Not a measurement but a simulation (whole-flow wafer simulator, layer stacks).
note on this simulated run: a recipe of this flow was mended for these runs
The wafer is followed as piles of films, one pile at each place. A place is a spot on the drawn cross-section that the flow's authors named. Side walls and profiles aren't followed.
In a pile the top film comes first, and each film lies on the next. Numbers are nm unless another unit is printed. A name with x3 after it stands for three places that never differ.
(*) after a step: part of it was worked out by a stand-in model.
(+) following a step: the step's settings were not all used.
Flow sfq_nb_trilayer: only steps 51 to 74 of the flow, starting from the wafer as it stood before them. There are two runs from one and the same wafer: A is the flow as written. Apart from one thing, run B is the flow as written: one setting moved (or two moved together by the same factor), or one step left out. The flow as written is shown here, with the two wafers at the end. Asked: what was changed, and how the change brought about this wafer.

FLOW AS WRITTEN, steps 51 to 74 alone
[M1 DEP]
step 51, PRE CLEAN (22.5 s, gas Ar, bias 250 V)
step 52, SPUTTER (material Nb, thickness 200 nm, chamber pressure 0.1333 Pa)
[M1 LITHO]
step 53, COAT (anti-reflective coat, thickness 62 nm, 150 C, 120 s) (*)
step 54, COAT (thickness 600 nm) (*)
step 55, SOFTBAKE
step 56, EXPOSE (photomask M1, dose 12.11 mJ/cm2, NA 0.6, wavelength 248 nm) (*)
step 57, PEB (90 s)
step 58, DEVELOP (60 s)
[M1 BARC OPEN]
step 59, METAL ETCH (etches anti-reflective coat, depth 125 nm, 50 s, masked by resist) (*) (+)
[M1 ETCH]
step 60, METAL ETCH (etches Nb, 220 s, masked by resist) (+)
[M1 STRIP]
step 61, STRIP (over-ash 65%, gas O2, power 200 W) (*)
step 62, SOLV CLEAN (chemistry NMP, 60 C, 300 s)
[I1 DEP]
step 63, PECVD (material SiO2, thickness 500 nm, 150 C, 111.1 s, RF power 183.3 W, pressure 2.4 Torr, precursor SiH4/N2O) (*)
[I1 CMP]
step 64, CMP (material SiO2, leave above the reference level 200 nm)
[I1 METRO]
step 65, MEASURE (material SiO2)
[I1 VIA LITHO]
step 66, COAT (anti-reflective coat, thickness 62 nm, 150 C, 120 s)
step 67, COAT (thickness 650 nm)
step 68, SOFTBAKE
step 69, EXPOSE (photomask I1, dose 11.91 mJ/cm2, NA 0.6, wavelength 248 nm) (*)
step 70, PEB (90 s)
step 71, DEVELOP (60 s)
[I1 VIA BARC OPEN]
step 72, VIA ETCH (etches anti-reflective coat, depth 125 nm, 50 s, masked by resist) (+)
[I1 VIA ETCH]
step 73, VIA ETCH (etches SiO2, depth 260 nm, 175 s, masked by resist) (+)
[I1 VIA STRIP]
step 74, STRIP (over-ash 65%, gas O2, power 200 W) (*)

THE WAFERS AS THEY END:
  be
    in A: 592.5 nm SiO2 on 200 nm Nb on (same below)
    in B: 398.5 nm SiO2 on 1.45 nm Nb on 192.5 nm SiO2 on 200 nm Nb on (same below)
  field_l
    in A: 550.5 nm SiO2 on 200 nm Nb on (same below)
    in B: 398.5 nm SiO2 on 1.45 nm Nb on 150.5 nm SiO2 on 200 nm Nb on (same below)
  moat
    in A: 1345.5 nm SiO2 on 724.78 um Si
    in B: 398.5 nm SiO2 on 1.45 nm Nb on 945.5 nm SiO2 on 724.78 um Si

What caused this: step 60, METAL ETCH: 182 s was run, while the flow as written has 220 s.

How this came from the change, step by step:
  step 60, METAL ETCH (etches Nb, 220 s, masked by resist) (+)
      field_l, be, be_sur and 79 more: A -200 Nb (all of it), -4 SiO2 | B -198.5 Nb
      v_sur, via_wl, via_w and 21 more: A -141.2 KrF-resist-other-grade | B -116.8 KrF-resist-other-grade
  step 61, STRIP (over-ash 65%, gas O2, power 200 W) (*)
      wl_j_sl x16: A -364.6 KrF-resist-other-grade (all of it), -62 anti-reflective coat (all of it) | B -389 KrF-resist-other-grade (all of it), -62 anti-reflective coat (all of it)
      v_sur: A -361.9 KrF-resist-other-grade (all of it), -45.6 anti-reflective coat (all of it) | B -386.3 KrF-resist-other-grade (all of it), -45.6 anti-reflective coat (all of it)
      (as well as at 7 more places)
  step 63, PECVD (material SiO2, thickness 500 nm, 150 C, 111.1 s, RF power 183.3 W, pressure 2.4 Torr, precursor SiH4/N2O) (*)
      field_l, be, be_sur and 72 more: A +500 SiO2 | B +500 SiO2 (new film)
      lsp_m, ln_m6, lsp_r, l0_sur, l0v: A +494.8 SiO2 | B +494.9 SiO2 (new film)
      (as well as at 2 more places)
  step 64, CMP (material SiO2, leave above the reference level 200 nm)
      field_l, be, be_sur and 72 more: A -96 SiO2 | B -101.5 SiO2
      lsp_m, ln_m6, lsp_r, l0_sur, l0v: A -90.8 SiO2 | B -96.4 SiO2
With metal films that touch counted as one body, be has 2 bodies (between them, from the top down: SiO2 192.5); the flow as written gives 1 body.
With metal films that touch counted as one body, field_l has 3 bodies (between them, from the top down: SiO2 150.5; SiO2 55); the flow as written gives 2 bodies (between them, from the top down: SiO2 55).
With metal films that touch counted as one body, moat has 1 body; the flow as written gives 0 bodies.
